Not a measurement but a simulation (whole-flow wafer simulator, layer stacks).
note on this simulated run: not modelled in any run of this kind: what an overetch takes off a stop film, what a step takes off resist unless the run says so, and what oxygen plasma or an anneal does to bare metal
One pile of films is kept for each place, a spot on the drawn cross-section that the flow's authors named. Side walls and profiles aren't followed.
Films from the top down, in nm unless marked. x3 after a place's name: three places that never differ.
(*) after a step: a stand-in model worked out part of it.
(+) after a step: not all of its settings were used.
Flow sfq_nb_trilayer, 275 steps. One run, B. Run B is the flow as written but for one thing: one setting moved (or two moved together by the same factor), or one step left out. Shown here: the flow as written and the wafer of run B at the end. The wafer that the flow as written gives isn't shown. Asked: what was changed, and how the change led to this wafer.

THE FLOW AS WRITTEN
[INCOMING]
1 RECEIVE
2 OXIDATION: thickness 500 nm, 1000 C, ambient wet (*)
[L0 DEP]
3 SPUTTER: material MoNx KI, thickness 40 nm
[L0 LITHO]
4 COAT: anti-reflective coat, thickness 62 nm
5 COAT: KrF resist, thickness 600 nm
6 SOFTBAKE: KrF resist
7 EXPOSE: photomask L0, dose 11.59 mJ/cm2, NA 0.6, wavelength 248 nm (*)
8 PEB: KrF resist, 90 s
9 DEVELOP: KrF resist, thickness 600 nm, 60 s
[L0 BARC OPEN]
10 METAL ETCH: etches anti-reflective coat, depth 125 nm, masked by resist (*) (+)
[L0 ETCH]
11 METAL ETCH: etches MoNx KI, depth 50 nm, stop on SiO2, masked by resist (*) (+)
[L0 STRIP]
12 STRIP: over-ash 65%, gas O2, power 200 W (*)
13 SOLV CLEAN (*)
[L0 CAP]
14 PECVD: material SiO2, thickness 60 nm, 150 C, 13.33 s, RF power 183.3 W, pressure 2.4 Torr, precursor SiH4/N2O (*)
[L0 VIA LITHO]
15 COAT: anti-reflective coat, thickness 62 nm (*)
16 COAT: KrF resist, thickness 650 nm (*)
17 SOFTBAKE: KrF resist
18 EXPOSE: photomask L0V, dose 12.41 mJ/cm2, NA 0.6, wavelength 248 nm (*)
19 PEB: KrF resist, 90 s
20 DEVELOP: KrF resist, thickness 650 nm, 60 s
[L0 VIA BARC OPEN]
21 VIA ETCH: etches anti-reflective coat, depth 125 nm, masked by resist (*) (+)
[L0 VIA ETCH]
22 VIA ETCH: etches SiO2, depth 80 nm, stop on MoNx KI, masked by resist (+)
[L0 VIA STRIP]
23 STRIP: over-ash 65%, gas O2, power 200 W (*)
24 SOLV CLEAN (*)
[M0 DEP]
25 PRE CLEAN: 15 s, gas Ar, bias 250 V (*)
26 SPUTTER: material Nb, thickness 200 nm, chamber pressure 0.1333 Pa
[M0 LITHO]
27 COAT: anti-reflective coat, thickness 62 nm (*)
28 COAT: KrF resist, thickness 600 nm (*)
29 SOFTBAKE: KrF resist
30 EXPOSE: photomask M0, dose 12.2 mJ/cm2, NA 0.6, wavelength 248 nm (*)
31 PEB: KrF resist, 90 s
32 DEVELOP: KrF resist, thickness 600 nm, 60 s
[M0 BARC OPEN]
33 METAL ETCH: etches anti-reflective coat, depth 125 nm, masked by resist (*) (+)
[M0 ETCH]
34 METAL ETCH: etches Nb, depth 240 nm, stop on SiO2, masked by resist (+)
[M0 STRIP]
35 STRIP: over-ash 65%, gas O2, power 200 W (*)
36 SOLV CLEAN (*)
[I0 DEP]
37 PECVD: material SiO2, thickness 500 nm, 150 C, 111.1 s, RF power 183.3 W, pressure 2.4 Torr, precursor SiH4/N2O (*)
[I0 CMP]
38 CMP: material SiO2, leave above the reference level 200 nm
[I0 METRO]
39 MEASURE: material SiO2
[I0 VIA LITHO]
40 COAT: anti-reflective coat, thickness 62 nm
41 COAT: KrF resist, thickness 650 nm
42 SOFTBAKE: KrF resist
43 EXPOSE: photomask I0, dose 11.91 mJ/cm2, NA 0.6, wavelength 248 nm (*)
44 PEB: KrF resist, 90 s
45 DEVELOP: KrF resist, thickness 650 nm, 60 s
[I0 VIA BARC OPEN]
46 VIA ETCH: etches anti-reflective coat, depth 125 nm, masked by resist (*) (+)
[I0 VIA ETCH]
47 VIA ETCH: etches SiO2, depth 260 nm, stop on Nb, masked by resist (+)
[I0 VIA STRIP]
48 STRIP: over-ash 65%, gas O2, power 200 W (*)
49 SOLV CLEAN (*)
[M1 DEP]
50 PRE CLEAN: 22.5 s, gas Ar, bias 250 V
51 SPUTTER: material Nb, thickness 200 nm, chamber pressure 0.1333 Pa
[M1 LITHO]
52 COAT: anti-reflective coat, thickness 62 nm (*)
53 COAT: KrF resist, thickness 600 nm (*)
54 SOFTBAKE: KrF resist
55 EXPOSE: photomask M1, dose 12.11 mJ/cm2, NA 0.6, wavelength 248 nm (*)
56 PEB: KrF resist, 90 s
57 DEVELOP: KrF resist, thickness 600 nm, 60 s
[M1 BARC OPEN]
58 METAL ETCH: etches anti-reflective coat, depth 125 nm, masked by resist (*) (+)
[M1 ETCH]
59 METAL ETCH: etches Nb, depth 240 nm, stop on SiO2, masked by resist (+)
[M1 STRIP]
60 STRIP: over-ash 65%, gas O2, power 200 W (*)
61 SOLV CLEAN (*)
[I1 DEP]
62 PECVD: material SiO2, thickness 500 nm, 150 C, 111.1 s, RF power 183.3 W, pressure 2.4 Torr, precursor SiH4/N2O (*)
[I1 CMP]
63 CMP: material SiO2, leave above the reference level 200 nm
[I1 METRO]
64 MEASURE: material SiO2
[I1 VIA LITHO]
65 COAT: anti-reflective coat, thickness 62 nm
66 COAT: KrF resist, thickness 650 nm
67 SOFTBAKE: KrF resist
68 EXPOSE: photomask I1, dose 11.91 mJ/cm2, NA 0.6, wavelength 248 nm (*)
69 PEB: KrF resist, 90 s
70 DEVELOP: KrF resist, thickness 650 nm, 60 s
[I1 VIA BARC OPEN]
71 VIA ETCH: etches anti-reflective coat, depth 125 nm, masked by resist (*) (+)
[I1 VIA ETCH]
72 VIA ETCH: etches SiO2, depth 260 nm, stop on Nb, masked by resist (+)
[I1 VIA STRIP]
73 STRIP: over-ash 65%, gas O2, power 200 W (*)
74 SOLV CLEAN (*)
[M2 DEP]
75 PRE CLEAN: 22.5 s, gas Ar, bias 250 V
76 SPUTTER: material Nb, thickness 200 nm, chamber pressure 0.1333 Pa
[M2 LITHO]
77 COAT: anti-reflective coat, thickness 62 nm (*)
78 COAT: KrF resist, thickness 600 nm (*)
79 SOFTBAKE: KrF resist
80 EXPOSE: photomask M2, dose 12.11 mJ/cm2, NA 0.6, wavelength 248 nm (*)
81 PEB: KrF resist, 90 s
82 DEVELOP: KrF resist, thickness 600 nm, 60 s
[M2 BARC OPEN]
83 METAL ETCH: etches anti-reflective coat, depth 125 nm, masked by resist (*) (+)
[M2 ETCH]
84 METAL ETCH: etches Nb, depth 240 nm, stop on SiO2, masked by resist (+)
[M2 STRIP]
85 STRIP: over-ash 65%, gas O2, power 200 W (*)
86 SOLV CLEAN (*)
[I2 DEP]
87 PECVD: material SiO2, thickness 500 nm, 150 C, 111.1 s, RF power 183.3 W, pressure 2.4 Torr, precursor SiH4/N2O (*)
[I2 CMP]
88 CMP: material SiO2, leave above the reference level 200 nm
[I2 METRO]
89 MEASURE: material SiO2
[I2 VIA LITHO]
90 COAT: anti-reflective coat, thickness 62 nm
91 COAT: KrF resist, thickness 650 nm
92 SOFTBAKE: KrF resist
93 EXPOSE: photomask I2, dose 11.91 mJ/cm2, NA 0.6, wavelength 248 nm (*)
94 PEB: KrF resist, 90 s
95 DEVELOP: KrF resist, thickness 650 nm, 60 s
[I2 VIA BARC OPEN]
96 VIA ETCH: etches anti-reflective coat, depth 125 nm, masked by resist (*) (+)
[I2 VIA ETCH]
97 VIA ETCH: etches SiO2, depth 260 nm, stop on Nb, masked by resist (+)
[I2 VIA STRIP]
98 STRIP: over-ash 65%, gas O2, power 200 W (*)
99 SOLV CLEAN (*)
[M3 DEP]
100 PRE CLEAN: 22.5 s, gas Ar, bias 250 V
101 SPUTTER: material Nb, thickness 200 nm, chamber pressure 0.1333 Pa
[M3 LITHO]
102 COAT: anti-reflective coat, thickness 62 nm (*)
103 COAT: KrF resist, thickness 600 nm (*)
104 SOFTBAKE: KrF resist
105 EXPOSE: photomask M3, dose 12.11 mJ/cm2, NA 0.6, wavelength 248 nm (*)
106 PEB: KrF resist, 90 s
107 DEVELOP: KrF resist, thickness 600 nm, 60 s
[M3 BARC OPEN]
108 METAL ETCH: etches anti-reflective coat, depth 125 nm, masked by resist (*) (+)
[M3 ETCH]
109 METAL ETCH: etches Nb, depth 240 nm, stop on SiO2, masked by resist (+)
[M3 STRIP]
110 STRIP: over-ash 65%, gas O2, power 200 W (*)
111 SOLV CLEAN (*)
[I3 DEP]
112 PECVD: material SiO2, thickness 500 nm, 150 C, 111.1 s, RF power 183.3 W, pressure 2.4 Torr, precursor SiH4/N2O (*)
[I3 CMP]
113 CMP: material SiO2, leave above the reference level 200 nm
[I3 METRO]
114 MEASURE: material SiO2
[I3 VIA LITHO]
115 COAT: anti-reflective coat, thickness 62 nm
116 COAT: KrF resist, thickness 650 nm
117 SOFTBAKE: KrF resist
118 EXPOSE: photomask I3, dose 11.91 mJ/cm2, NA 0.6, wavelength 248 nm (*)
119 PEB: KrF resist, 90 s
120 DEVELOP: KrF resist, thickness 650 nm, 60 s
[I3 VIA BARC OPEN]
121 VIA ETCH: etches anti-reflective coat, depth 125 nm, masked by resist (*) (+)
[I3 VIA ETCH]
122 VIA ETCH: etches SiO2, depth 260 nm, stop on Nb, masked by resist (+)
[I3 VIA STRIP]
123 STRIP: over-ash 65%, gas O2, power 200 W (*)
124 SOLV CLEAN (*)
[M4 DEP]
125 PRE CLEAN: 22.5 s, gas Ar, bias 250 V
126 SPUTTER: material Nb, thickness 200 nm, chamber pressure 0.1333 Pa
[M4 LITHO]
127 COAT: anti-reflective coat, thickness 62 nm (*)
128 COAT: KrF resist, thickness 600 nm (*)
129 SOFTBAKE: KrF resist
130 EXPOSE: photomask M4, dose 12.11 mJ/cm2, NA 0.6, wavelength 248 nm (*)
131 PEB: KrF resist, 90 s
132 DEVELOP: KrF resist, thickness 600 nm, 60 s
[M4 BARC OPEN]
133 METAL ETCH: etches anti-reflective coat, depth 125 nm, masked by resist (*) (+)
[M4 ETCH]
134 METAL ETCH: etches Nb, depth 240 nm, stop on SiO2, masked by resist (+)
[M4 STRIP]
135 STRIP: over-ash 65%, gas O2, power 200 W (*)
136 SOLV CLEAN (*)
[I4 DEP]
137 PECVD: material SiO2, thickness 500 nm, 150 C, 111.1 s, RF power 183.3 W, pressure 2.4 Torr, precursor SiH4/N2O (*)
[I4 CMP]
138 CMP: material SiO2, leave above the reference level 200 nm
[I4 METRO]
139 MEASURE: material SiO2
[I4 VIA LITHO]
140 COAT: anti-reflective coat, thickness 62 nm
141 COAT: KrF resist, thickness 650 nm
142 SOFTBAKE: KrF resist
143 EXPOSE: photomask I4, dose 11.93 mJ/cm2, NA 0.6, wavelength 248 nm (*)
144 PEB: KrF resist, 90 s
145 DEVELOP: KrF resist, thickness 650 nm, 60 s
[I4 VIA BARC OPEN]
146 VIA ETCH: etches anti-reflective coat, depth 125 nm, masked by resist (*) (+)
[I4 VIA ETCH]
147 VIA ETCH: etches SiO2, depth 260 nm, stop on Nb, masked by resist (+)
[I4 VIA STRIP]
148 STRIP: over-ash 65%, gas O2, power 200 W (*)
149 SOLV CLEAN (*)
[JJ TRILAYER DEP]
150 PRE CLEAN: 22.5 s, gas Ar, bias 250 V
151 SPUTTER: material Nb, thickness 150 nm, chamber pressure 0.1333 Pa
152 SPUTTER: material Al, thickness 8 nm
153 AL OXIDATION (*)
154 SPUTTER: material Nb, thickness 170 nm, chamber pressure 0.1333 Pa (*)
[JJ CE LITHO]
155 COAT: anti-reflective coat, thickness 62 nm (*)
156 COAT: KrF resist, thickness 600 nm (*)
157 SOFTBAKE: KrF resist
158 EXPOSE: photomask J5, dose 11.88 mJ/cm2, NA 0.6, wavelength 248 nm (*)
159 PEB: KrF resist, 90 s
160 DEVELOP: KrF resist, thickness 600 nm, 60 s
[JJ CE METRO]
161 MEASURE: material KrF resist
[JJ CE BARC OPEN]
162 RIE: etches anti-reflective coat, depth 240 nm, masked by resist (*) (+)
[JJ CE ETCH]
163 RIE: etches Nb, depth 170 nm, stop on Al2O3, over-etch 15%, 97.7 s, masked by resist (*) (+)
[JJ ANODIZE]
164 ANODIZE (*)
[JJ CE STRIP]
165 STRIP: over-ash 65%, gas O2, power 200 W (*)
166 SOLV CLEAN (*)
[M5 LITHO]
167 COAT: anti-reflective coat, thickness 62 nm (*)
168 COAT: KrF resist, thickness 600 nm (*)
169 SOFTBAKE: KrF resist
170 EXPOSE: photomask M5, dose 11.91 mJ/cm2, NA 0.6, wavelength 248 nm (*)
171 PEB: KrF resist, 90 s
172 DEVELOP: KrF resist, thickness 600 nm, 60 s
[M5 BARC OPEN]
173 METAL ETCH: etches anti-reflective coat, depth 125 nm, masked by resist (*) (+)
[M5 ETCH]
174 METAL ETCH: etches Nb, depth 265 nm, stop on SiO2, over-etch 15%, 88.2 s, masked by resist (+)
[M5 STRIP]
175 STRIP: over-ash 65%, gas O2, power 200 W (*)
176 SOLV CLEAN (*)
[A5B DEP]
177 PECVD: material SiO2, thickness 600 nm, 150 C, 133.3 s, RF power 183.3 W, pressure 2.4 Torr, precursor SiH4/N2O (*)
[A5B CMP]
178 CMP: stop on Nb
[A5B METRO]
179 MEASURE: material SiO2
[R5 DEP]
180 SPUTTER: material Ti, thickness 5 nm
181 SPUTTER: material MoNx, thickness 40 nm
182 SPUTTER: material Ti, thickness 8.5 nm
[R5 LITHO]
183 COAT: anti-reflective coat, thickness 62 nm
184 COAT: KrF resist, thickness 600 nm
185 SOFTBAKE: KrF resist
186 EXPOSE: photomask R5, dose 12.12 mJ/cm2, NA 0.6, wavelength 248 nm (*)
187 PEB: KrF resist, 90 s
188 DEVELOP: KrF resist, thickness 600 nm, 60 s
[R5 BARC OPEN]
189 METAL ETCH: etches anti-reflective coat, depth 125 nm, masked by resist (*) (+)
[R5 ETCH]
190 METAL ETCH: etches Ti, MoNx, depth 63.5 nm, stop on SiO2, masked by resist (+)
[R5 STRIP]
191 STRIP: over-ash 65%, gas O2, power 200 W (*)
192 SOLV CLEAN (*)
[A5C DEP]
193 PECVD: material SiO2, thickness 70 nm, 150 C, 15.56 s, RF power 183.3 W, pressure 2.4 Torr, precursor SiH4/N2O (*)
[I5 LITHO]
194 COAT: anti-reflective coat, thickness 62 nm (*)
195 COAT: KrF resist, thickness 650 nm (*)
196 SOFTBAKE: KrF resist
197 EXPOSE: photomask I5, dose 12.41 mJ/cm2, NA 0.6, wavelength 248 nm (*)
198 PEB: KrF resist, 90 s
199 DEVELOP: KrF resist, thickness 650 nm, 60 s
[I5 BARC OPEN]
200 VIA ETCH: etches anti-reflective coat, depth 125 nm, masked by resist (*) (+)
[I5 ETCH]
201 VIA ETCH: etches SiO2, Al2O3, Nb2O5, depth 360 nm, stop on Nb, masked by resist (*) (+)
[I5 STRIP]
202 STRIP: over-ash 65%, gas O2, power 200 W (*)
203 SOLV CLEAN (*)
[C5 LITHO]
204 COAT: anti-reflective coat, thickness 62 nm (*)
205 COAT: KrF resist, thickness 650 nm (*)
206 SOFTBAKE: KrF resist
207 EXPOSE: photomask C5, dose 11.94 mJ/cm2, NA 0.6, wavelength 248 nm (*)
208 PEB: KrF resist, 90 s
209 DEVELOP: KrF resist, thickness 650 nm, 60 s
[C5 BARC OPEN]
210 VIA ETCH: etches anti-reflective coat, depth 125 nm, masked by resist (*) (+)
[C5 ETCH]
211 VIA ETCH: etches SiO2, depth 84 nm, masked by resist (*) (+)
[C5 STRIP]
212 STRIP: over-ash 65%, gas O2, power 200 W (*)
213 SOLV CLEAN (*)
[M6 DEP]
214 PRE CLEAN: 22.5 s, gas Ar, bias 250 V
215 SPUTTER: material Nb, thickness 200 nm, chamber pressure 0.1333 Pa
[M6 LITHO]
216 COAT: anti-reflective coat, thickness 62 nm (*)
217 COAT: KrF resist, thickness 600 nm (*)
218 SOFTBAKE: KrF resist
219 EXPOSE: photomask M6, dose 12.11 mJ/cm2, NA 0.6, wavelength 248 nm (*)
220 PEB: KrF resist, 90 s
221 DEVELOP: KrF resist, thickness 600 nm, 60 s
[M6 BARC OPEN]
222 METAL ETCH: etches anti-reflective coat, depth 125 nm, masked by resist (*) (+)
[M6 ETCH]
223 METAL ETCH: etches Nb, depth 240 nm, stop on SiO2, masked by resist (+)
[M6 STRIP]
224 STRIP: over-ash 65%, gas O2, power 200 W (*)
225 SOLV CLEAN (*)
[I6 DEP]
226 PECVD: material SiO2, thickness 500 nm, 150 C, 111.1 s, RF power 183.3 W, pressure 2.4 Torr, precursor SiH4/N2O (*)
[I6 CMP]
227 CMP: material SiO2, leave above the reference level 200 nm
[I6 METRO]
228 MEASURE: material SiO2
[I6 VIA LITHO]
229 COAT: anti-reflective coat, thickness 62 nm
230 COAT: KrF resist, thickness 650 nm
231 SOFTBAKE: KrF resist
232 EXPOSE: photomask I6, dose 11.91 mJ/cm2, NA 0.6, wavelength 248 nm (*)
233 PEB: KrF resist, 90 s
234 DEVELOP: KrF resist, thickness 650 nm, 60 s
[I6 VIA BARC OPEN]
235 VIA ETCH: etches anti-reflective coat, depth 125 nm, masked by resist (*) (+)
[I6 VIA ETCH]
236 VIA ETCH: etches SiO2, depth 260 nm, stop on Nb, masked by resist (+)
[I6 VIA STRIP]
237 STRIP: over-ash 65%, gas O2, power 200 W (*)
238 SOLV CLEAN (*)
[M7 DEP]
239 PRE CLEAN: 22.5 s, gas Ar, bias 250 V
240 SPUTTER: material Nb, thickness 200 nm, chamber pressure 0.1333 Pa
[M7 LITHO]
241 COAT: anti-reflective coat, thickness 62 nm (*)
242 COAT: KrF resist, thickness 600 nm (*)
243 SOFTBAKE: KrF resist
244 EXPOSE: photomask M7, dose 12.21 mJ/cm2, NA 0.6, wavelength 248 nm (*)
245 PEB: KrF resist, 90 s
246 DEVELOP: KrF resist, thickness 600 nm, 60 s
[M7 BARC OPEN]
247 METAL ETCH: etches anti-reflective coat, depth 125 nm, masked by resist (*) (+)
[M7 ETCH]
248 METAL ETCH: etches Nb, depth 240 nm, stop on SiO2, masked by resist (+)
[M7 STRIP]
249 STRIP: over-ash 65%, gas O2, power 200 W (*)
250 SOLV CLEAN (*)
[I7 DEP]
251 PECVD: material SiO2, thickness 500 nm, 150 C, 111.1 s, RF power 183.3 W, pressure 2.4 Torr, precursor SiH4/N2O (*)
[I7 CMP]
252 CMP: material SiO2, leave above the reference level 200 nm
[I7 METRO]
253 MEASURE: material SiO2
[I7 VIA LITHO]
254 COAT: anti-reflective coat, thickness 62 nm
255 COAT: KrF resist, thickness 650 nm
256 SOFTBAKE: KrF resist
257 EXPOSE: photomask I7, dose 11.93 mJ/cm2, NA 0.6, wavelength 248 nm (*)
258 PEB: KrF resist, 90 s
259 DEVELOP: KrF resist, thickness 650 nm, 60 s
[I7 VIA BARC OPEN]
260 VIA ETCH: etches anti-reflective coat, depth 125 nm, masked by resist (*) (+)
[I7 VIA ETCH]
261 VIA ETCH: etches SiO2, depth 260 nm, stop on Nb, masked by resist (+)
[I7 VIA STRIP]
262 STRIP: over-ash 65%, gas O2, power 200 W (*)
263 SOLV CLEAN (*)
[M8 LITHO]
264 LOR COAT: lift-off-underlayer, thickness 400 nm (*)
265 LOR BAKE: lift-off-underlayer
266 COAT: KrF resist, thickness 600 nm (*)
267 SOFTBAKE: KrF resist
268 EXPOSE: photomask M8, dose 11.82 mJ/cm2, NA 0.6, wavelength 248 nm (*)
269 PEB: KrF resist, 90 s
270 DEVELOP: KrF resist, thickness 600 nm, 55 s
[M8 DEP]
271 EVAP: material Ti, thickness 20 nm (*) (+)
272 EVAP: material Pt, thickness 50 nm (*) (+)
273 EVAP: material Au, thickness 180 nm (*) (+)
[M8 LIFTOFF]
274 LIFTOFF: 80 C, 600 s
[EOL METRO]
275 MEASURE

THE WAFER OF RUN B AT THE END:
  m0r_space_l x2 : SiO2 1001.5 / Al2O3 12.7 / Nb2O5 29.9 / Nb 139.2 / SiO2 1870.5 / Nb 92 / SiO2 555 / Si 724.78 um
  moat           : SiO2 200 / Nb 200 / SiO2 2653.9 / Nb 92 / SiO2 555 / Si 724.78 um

The cause: step 34, METAL ETCH: depth 108 nm was run, where the flow has depth 240 nm.

How the change led to this, step by step:
  34 METAL ETCH: etches Nb, depth 240 nm, stop on SiO2, masked by resist (+)
      moat, m0r_space_l x2: Nb -108 (as written it would be: Nb -200 (all of it))
      field_l, v_sur, via_wl and 100 more: KrF resist -63.5 (as written it would be: KrF resist -141.2)
  35 STRIP: over-ash 65%, gas O2, power 200 W (*)
      p4_fl, p4_fm, p4_w1 and 68 more: KrF resist -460 (all of it), anti-reflective coat -62 (all of it) (as written it would be: KrF resist -382.4 (all of it), anti-reflective coat -62 (all of it))
      c5j, ce_r, sp_r, be_r, r_sur, res: KrF resist -466.7 (all of it), anti-reflective coat -63.6 (all of it) (as written it would be: KrF resist -389 (all of it), anti-reflective coat -63.6 (all of it))
      (and at 26 more places)
  37 PECVD: material SiO2, thickness 500 nm, 150 C, 111.1 s, RF power 183.3 W, pressure 2.4 Torr, precursor SiH4/N2O (*)
      moat, m0r_space_l x2: SiO2 +500 (new film) (as written it would be: SiO2 +557.1)
  38 CMP: material SiO2, leave above the reference level 200 nm
      moat, m0r_space_l x2: SiO2 -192 (as written it would be: SiO2 -157.1)
Counting metal films that touch as one body, m0r_space_l x2 has 2 bodies (between them, from the top down: SiO2 1870.5); the flow as written gives 1 body.
Counting metal films that touch as one body, moat has 2 bodies (between them, from the top down: SiO2 2653.9); the flow as written gives 1 body.
